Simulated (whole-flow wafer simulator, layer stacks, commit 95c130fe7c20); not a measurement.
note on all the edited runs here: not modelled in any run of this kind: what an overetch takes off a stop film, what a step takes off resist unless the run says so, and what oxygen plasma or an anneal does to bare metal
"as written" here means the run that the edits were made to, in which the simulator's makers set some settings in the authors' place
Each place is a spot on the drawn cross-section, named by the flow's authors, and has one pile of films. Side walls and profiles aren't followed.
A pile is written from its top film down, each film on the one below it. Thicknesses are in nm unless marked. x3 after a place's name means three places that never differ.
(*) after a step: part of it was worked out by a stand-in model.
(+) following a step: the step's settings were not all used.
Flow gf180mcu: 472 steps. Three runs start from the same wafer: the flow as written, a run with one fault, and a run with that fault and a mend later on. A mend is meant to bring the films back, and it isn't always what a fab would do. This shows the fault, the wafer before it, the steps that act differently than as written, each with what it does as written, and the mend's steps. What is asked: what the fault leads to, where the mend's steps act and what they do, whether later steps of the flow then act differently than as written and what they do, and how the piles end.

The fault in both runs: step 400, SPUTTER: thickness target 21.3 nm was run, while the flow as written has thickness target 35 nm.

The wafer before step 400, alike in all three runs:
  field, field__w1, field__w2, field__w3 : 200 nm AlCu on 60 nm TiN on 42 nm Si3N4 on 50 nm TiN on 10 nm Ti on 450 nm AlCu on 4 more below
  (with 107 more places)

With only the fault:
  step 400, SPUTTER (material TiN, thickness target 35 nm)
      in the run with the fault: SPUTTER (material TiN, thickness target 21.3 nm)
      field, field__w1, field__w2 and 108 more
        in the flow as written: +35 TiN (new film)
        in the run with the fault: +21.3 TiN (new film)
  Steps further on in the flow that do not act as written (8 other steps are not shown; they differ only slightly, by no more than 2% or 0.5 nm, whichever is larger):
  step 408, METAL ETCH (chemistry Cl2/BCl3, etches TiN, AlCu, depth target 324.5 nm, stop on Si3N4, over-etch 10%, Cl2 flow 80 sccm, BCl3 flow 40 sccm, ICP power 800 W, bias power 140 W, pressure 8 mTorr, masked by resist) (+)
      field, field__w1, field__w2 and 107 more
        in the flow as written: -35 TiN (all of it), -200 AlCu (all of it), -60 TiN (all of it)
        in the run with the fault: -21.3 TiN (all of it), -200 AlCu (all of it), -60 TiN (all of it)
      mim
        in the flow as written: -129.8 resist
        in the run with the fault: -123.8 resist
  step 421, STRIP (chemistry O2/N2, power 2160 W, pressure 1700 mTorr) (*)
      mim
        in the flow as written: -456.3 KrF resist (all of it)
        in the run with the fault: -466.6 KrF resist (all of it)
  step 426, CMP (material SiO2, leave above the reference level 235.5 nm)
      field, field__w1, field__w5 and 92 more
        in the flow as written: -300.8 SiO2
        in the run with the fault: -314.5 SiO2
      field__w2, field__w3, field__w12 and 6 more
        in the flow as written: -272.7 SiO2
        in the run with the fault: -286.4 SiO2
  The piles end different from the flow's at mim by more than 2% or 0.5 nm, whichever is larger.
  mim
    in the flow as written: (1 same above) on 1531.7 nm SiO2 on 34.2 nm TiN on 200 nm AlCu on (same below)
    in the run with the fault: (1 same above) on 1531.7 nm SiO2 on 20.5 nm TiN on 200 nm AlCu on (same below)

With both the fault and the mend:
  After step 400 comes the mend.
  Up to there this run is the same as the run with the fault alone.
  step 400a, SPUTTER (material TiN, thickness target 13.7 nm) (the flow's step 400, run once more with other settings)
      field, field__w1, field__w2 and 108 more
        +13.7 TiN
  None of the later steps of the flow acts differently than as written at any place that is followed.
  At every place that both follow, the piles at the end match the flow's.
